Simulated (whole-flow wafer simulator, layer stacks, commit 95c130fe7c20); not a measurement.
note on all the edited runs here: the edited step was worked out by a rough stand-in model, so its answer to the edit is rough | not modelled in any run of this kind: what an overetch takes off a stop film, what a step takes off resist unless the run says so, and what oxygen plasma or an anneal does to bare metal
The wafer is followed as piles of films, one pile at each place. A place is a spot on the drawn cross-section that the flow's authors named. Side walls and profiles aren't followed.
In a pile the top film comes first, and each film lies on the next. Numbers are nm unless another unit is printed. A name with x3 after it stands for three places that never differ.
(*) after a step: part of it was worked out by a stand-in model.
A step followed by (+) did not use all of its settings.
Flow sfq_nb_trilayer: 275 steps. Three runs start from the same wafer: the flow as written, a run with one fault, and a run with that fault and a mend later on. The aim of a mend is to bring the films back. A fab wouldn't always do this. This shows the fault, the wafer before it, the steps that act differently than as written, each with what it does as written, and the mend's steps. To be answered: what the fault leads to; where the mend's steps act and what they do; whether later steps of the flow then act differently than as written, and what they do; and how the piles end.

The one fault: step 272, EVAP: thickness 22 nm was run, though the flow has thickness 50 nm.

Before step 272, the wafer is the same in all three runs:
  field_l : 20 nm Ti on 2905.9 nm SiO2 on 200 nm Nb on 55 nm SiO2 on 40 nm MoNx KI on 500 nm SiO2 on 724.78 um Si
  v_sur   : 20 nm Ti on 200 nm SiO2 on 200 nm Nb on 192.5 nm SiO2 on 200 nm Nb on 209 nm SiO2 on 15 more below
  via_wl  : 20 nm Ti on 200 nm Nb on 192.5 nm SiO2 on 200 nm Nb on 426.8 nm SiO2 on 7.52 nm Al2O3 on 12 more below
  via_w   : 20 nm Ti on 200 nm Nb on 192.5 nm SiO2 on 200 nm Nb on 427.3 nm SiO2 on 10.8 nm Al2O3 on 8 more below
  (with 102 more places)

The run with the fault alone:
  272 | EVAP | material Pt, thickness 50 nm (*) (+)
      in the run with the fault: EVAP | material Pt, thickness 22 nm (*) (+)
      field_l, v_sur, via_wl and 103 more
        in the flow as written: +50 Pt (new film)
        in the run with the fault: +22 Pt (new film)
  Later steps of the flow acting differently than as written:
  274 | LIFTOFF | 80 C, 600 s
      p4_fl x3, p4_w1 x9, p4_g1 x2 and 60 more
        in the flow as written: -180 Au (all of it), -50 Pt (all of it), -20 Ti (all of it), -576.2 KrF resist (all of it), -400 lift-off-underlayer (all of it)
        in the run with the fault: -180 Au (all of it), -22 Pt (all of it), -20 Ti (all of it), -576.2 KrF resist (all of it), -400 lift-off-underlayer (all of it)
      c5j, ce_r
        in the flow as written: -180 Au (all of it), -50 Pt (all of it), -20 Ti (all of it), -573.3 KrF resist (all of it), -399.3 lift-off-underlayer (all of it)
        in the run with the fault: -180 Au (all of it), -22 Pt (all of it), -20 Ti (all of it), -573.3 KrF resist (all of it), -399.3 lift-off-underlayer (all of it)
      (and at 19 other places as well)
  The piles end different from the flow's at field_l, v_sur, via_wl and 8 more by more than 2% or 0.5 nm, whichever is larger.
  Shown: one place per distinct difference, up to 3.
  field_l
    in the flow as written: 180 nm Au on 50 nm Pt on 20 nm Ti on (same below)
    in the run with the fault: 180 nm Au on 22 nm Pt on 20 nm Ti on (same below)

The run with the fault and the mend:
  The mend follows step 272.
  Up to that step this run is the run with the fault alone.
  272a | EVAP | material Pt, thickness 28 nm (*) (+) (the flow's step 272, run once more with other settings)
      field_l, v_sur, via_wl and 103 more
        +28 Pt
  Later steps of the flow that are run all act as written at every place that is followed.
  At every place that both follow, the piles at the end match the flow's.
